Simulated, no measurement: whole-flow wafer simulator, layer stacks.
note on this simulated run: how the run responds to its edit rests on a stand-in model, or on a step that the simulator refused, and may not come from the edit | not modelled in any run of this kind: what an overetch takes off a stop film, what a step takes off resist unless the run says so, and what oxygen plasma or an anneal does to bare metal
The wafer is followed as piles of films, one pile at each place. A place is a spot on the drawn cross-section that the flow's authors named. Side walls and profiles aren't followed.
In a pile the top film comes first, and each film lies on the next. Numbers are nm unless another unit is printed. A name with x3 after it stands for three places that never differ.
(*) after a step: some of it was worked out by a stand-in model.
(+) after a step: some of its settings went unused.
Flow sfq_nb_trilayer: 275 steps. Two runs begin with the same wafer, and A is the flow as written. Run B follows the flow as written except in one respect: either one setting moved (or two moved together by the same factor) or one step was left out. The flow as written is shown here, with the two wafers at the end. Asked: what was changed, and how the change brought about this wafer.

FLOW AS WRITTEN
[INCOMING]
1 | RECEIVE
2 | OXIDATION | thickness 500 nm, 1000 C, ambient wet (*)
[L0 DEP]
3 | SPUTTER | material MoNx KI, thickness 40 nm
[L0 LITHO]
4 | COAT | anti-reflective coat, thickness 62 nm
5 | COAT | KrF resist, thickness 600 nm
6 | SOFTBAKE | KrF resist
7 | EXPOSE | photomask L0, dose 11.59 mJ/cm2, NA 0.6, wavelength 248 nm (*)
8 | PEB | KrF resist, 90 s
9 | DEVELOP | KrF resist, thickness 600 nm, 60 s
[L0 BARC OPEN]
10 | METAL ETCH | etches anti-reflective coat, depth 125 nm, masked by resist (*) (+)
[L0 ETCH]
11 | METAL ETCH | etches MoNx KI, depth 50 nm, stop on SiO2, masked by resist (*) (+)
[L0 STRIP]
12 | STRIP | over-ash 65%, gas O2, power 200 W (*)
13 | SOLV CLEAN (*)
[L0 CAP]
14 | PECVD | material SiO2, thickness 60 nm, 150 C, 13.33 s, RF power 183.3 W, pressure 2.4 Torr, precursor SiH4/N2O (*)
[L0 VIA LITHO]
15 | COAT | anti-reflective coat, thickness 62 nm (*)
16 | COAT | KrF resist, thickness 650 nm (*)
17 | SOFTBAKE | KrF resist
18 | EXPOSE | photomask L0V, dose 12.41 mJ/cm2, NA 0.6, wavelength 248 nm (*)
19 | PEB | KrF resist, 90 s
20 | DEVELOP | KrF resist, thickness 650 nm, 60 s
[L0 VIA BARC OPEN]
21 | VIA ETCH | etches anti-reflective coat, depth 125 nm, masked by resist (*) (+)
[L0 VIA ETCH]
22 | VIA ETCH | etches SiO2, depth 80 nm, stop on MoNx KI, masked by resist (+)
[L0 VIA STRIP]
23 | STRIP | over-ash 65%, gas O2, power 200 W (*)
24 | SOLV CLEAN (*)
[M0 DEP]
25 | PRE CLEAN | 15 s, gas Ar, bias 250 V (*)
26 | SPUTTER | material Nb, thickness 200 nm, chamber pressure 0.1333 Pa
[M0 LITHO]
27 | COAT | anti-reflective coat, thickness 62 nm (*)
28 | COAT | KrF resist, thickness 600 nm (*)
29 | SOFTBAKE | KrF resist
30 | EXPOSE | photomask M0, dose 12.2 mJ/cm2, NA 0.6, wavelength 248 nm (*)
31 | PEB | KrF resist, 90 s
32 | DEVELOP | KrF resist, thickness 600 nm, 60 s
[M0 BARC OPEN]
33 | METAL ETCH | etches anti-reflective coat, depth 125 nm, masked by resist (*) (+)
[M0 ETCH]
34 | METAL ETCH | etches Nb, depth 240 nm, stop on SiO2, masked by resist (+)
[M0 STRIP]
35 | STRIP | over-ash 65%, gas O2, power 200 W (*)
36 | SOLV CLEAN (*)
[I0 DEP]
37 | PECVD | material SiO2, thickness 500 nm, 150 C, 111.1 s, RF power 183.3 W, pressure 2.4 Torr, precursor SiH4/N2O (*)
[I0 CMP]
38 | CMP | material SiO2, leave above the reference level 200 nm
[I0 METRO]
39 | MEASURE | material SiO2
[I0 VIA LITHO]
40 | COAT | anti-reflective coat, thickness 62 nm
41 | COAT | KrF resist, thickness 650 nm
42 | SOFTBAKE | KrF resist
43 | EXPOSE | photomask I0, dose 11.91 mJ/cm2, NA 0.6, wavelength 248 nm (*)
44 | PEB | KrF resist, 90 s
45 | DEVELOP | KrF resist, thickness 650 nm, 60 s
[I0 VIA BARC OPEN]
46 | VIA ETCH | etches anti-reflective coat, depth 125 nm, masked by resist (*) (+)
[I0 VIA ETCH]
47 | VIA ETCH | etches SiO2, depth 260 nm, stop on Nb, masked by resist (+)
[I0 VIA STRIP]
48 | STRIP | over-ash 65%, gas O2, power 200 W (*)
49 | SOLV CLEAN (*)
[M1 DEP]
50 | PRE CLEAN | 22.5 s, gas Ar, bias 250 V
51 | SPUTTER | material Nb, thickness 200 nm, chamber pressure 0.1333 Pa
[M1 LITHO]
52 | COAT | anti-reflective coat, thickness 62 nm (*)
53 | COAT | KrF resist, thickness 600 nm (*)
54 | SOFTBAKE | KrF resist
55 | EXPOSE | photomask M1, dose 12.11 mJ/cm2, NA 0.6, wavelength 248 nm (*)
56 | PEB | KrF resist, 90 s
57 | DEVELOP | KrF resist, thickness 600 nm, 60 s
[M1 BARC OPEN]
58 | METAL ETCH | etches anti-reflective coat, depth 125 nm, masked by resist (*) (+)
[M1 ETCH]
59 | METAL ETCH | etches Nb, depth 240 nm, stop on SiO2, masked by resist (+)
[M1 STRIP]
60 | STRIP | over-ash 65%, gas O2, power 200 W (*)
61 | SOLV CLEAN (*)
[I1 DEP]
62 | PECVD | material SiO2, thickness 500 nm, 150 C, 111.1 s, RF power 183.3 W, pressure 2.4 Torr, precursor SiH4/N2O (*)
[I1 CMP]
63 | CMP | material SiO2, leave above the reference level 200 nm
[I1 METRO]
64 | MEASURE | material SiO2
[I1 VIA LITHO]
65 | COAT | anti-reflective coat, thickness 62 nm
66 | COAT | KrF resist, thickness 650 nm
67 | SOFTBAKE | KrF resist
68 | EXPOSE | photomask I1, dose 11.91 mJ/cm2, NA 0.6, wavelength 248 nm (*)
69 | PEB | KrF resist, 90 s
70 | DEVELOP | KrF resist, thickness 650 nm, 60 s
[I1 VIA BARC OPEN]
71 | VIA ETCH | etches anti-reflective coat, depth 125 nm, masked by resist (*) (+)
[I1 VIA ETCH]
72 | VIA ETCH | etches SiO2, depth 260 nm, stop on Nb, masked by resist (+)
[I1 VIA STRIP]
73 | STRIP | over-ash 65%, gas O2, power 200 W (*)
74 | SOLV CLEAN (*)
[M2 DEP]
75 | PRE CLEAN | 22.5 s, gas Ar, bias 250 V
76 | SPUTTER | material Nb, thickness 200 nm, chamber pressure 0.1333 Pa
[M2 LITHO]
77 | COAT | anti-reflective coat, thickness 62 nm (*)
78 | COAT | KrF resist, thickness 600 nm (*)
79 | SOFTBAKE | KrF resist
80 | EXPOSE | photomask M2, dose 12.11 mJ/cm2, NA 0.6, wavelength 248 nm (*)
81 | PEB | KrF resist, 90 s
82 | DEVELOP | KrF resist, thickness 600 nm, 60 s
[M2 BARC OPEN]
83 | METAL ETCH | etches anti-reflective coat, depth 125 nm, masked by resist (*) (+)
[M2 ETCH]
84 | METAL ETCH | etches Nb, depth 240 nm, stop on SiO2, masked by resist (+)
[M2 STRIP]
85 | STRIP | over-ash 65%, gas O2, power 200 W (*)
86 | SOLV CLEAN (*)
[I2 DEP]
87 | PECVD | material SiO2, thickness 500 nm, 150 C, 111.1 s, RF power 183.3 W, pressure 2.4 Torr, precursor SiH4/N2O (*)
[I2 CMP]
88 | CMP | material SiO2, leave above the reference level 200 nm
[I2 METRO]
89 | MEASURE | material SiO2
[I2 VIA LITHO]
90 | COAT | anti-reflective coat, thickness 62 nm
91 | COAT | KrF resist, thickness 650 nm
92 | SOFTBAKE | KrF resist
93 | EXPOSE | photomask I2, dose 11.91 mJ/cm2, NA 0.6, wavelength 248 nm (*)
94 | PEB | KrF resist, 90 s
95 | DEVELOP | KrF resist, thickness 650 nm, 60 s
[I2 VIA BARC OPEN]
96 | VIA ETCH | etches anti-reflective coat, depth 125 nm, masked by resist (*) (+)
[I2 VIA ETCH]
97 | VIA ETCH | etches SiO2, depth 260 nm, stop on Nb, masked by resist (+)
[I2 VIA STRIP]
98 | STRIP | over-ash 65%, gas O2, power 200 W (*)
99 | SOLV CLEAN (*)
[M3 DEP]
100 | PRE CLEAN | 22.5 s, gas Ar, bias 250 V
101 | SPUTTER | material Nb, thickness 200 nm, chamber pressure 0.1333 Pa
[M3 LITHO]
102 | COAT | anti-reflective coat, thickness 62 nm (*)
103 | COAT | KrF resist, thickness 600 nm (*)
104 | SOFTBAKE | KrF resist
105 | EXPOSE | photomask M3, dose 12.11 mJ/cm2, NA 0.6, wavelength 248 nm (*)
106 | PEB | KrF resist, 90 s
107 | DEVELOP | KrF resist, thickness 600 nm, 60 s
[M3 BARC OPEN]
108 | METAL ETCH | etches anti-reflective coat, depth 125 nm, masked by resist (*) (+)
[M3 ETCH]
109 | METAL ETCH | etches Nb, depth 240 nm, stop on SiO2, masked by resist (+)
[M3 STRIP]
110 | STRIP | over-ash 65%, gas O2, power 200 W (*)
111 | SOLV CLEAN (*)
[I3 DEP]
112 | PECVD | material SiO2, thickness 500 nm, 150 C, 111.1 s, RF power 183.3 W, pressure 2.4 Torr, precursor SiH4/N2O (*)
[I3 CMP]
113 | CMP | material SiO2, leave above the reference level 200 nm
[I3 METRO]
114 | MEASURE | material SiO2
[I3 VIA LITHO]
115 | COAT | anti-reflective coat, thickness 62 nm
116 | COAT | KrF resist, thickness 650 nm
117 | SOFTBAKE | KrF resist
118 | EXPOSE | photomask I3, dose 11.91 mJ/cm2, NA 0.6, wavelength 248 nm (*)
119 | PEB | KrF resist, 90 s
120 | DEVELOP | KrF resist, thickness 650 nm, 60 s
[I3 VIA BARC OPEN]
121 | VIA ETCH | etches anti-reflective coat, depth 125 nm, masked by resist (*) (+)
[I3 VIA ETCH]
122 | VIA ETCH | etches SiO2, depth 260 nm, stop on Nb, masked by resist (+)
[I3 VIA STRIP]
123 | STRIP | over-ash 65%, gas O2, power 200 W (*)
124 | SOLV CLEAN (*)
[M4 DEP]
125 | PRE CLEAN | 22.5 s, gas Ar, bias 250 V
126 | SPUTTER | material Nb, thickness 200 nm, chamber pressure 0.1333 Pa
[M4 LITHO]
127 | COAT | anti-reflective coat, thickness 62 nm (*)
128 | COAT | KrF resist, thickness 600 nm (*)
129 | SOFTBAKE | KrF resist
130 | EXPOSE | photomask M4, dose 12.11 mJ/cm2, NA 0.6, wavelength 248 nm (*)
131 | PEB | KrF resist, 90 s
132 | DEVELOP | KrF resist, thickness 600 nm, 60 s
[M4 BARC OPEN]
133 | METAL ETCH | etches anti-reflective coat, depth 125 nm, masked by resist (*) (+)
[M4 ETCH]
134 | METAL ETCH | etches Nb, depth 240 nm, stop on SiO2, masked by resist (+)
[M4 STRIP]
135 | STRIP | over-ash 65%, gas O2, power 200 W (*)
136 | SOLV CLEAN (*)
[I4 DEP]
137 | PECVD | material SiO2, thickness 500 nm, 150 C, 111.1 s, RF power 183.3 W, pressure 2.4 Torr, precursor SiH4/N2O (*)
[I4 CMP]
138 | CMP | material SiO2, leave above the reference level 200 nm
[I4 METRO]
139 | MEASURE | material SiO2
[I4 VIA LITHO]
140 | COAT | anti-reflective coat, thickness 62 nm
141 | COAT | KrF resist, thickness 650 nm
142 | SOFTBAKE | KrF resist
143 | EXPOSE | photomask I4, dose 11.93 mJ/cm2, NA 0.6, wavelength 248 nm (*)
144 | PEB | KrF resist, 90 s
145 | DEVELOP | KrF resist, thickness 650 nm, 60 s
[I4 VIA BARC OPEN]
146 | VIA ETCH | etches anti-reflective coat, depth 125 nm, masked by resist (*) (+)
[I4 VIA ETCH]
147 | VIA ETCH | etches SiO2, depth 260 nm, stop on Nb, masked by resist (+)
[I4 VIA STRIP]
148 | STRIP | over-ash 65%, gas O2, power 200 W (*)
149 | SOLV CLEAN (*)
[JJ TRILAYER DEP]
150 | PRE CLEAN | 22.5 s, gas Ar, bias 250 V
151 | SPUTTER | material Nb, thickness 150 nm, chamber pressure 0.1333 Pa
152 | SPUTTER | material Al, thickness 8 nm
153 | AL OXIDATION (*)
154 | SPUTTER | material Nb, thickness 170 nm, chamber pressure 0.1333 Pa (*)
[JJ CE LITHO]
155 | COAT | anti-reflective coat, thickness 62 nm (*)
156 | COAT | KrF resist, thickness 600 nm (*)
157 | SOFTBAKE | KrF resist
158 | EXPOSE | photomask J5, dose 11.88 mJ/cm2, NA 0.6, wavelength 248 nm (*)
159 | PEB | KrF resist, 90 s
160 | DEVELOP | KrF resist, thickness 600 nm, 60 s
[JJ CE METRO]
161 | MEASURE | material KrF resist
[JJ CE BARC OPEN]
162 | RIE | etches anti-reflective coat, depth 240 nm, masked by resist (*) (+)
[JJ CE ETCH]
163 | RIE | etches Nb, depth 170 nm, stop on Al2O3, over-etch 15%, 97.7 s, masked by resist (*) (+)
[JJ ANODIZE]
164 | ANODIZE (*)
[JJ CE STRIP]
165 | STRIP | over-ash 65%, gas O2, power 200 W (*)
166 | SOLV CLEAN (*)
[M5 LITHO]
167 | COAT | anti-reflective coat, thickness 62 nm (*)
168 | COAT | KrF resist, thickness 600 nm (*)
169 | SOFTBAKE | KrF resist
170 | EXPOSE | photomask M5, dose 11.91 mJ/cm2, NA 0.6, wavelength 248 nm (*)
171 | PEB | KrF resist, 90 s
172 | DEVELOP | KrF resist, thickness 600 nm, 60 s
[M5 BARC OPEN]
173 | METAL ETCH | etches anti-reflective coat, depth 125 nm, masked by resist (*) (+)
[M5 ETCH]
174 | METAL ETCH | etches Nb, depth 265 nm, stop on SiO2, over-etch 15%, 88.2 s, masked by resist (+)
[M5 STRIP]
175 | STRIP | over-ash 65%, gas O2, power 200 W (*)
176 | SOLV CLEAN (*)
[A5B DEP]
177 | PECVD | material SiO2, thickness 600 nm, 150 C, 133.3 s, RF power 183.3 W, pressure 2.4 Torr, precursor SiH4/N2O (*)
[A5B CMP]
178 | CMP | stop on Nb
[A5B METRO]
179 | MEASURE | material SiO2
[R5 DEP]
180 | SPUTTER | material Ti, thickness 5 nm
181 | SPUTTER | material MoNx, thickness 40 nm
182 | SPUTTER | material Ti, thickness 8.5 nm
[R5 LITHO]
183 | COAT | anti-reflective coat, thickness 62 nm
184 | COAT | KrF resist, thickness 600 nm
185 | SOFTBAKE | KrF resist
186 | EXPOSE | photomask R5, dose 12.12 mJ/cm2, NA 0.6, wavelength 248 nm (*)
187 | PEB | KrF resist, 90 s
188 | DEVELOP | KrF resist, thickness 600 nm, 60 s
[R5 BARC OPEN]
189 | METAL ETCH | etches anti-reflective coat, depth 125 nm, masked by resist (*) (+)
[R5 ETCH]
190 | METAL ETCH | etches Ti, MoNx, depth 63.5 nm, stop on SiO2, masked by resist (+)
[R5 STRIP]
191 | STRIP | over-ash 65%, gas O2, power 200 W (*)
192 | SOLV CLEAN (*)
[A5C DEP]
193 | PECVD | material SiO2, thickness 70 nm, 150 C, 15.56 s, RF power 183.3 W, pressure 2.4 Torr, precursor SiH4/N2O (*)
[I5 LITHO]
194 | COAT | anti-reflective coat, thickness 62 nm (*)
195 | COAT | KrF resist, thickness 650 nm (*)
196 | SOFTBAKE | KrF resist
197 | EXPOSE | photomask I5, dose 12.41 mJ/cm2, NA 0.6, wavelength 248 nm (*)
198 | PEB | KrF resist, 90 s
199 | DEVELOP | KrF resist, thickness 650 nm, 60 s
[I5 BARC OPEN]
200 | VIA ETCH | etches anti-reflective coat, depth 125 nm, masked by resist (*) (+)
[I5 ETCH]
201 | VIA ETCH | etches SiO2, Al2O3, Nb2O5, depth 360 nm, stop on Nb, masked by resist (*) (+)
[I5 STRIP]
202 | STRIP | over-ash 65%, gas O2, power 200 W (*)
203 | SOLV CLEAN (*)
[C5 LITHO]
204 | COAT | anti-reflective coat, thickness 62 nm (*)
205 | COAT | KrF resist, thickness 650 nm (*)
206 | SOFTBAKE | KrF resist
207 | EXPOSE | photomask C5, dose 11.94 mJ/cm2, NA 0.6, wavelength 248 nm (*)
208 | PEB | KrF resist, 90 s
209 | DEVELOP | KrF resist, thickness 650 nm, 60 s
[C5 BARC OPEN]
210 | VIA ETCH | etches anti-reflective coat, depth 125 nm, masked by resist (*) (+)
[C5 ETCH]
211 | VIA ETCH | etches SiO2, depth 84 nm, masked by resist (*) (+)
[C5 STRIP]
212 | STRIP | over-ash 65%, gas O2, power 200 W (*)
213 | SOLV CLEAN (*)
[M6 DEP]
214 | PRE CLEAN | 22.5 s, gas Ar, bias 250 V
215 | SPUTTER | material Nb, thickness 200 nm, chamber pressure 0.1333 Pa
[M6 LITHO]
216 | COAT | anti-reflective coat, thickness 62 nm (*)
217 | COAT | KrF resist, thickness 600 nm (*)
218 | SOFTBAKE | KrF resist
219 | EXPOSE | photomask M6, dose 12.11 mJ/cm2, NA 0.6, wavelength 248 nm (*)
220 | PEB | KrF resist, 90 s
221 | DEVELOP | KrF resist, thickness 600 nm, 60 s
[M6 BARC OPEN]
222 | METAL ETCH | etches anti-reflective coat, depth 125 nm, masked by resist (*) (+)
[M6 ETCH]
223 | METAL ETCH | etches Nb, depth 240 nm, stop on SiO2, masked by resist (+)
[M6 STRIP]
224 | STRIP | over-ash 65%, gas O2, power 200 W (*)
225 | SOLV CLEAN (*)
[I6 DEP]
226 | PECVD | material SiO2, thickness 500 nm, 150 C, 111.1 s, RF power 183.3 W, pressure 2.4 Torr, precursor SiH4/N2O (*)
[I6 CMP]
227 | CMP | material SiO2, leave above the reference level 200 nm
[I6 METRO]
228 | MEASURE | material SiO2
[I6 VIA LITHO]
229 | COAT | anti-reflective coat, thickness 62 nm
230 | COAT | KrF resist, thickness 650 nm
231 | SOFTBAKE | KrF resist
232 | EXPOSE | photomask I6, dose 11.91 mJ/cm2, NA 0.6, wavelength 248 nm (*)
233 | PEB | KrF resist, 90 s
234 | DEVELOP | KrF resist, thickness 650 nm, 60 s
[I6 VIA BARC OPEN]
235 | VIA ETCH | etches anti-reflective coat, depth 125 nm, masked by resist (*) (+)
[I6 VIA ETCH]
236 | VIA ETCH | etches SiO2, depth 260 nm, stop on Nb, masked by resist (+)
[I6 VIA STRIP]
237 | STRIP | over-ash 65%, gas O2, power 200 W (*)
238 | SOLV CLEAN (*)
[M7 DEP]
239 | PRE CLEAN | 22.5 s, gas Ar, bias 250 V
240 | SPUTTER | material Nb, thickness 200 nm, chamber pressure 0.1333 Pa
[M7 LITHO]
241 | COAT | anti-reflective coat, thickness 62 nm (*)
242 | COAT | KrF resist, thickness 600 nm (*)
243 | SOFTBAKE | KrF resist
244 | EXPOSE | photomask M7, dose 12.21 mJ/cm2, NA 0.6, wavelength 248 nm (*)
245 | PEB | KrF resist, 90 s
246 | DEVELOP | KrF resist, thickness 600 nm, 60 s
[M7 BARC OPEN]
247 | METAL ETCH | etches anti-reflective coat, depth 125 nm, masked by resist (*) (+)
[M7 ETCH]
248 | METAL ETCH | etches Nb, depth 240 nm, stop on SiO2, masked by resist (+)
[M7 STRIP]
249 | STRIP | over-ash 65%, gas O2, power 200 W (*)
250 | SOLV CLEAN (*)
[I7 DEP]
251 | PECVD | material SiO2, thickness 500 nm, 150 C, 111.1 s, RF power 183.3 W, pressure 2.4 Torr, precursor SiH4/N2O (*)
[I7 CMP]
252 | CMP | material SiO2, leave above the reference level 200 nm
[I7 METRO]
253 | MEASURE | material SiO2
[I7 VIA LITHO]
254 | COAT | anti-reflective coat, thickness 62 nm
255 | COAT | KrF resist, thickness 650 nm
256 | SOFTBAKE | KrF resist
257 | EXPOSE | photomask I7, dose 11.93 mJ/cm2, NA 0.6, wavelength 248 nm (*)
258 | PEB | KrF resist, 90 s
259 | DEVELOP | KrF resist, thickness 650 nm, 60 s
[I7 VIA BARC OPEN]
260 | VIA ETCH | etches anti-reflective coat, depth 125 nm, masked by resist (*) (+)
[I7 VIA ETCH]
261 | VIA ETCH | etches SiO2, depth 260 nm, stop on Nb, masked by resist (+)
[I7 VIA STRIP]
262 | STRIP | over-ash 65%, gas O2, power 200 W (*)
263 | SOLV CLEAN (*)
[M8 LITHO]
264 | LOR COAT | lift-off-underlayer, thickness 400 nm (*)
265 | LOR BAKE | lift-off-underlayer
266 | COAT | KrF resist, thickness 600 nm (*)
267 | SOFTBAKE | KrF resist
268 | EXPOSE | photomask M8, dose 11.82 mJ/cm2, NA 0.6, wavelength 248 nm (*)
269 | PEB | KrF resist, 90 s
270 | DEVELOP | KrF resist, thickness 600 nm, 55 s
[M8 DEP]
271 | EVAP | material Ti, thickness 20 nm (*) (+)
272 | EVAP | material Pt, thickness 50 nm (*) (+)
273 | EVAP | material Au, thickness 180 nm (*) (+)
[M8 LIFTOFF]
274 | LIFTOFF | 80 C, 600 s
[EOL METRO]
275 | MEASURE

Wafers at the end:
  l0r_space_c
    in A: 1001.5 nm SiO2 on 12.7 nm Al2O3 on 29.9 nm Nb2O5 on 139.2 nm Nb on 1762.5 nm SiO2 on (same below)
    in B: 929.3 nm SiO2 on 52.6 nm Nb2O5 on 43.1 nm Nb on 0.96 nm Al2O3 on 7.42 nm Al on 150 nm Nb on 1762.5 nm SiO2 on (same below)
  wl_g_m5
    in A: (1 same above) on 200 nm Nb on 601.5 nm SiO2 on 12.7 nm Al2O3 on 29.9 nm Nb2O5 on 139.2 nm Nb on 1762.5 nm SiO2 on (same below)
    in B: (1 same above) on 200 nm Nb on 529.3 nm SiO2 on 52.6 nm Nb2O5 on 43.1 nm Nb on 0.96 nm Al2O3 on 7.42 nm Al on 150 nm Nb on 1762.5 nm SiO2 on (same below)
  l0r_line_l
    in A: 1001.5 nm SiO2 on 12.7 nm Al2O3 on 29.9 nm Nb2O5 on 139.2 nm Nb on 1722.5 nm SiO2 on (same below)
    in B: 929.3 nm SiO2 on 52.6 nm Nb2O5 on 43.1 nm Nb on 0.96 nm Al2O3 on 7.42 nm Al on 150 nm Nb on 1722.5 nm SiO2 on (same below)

Cause: step 162, RIE: etches anti-reflective coat, depth 240 nm, masked by resist (*) (+), was not run.

Step by step, how the change led to this:
  163 | RIE | etches Nb, depth 170 nm, stop on Al2O3, over-etch 15%, 97.7 s, masked by resist (*) (+)
      p4_fl, p4_fm, p4_w1 and 73 more: A Nb loses 170 (all of it), Al2O3 loses 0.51 | B anti-reflective coat loses 62 (all of it), Nb loses 108
      r_sur, res, r_end, moat, field_r, lsp_l, ln_m5: A Nb loses 170 (all of it), Al2O3 loses 0.51 | B anti-reflective coat loses 61.6 (all of it), Nb loses 108.4
      (as well as at 19 more places)
  164 | ANODIZE (*)
      field_l, v_sur, via_sp and 96 more: A Al2O3 gains 12.2, Nb2O5 gains 29.9 (new film), Al loses 7.42 (all of it), Nb loses 10.8 | B Nb2O5 gains 52.6 (new film), Nb loses 18.9
      via_wl, via_wr: A Al2O3 gains 7.52 (new film), Nb2O5 gains 39.2 (new film), Al loses 4.56 (all of it), Nb loses 14.1 | B nothing
      (as well as at 1 more place)
  165 | STRIP | over-ash 65%, gas O2, power 200 W (*)
      via_wl, via_wr: A nothing | B anti-reflective coat loses 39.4 (all of it)
      ce_l: A KrF resist loses 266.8 (all of it), anti-reflective coat loses 61.4 (all of it) | B KrF resist loses 476.2 (all of it), anti-reflective coat loses 61.4 (all of it)
      (as well as at 3 more places)
  167 | COAT | anti-reflective coat, thickness 62 nm (*)
      field_l: A anti-reflective coat gains 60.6 (new film) | B anti-reflective coat gains 58.9 (new film)
      v_sur: A anti-reflective coat gains 44.9 (new film) | B anti-reflective coat gains 49.8 (new film)
      (as well as at 15 more places)
  168 | COAT | KrF resist, thickness 600 nm (*)
      ce_l: A KrF resist gains 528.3 (new film) | B KrF resist gains 567.5 (new film)
      c5j: A KrF resist gains 507.6 (new film) | B KrF resist gains 553 (new film)
      (as well as at 2 more places)
  173 | METAL ETCH | etches anti-reflective coat, depth 125 nm, masked by resist (*) (+)
      field_l: A anti-reflective coat loses 60.6 (all of it), Al2O3 loses 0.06 | B anti-reflective coat loses 58.9 (all of it)
      wl_a_sl: A anti-reflective coat loses 59.7 (all of it), Al2O3 loses 0.07 | B anti-reflective coat loses 61.8 (all of it)
  174 | METAL ETCH | etches Nb, depth 265 nm, stop on SiO2, over-etch 15%, 88.2 s, masked by resist (+)
      p4_fl, p4_fm, p4_w1 and 38 more: A Al2O3 loses 12.6 (all of it), Nb2O5 loses 29.9 (all of it), Nb loses 139.2 (all of it), SiO2 loses 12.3 | B Nb2O5 loses 52.6 (all of it), Nb loses 43.1 (all of it), Al2O3 loses 0.96 (all of it), Al loses 7.42 (all of it), Nb loses 150 (all of it)
      res, r_end, moat and 7 more: A Al2O3 loses 12.6 (all of it), Nb2O5 loses 29.9 (all of it), Nb loses 139.2 (all of it), SiO2 loses 12.3 | B Nb2O5 loses 52.6 (all of it), Nb loses 42.7 (all of it), Al2O3 loses 0.96 (all of it), Al loses 7.42 (all of it), Nb loses 150 (all of it)
      (as well as at 2 more places)
  175 | STRIP | over-ash 65%, gas O2, power 200 W (*)
      v_sur: A KrF resist loses 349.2 (all of it), anti-reflective coat loses 44.9 (all of it) | B KrF resist loses 359 (all of it), anti-reflective coat loses 49.8 (all of it)
      via_wl: A KrF resist loses 427 (all of it), anti-reflective coat loses 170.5 (all of it) | B KrF resist loses 424.3 (all of it), anti-reflective coat loses 131.3 (all of it)
      (as well as at 13 more places)
  178 | CMP | stop on Nb
      field_l, p4_fl, p4_fm and 39 more: A SiO2 loses 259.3 | B SiO2 loses 271.6
      wl_j_sl, wl_j_sr, wl_b_m5 and 32 more: A SiO2 loses 453.5 | B SiO2 loses 525.7
      (as well as at 25 more places)
  201 | VIA ETCH | etches SiO2, Al2O3, Nb2O5, depth 360 nm, stop on Nb, masked by resist (*) (+)
      be: A SiO2 loses 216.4 (all of it), Al2O3 loses 12.7 (all of it), Nb2O5 loses 29.9 (all of it) | B SiO2 loses 145.1 (all of it), Nb2O5 loses 52.6 (all of it)
  204 | COAT | anti-reflective coat, thickness 62 nm (*)
      wire: A anti-reflective coat gains 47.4 (new film) | B anti-reflective coat gains 49.2 (new film)
      be: A anti-reflective coat gains 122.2 (new film) | B anti-reflective coat gains 113.1 (new film)
      (as well as at 1 more place)
  205 | COAT | KrF resist, thickness 650 nm (*)
      be: A KrF resist gains 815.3 (new film) | B KrF resist gains 771.5 (new film)
  212 | STRIP | over-ash 65%, gas O2, power 200 W (*)
      wire: A KrF resist loses 555.8 (all of it), anti-reflective coat loses 47.4 (all of it) | B KrF resist loses 559.2 (all of it), anti-reflective coat loses 49.2 (all of it)
      be: A KrF resist loses 728.2 (all of it), anti-reflective coat loses 122.2 (all of it) | B KrF resist loses 684.4 (all of it), anti-reflective coat loses 113.1 (all of it)
      (as well as at 1 more place)
  215 | SPUTTER | material Nb, thickness 200 nm, chamber pressure 0.1333 Pa
      be: A Nb gains 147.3 | B Nb gains 161.6
  216 | COAT | anti-reflective coat, thickness 62 nm (*)
      wire: A anti-reflective coat gains 48.3 (new film) | B anti-reflective coat gains 50.3 (new film)
      be: A anti-reflective coat gains 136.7 (new film) | B anti-reflective coat gains 124.8 (new film)
      (as well as at 1 more place)
  217 | COAT | KrF resist, thickness 600 nm (*)
      be: A KrF resist gains 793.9 (new film) | B KrF resist gains 740.9 (new film)
  ... 1 further step ...
  226 | PECVD | material SiO2, thickness 500 nm, 150 C, 111.1 s, RF power 183.3 W, pressure 2.4 Torr, precursor SiH4/N2O (*)
      be: A SiO2 gains 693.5 (new film) | B SiO2 gains 617.9 (new film)
With metal films that touch counted as one body, l0r_space_c has 3 bodies (between them, from the top down: Al2O3 0.96; SiO2 1762.5); the flow as written gives 2 bodies (between them, from the top down: SiO2 1762.5).
With metal films that touch counted as one body, wl_g_m5 has 4 bodies (between them, from the top down: SiO2 529.3 / Nb2O5 52.6; Al2O3 0.96; SiO2 1762.5); the flow as written gives 3 bodies (between them, from the top down: SiO2 601.5 / Al2O3 12.7 / Nb2O5 29.9; SiO2 1762.5).
With metal films that touch counted as one body, l0r_line_l has 4 bodies (between them, from the top down: Al2O3 0.96; SiO2 1722.5; SiO2 55); the flow as written gives 3 bodies (between them, from the top down: SiO2 1722.5; SiO2 55).
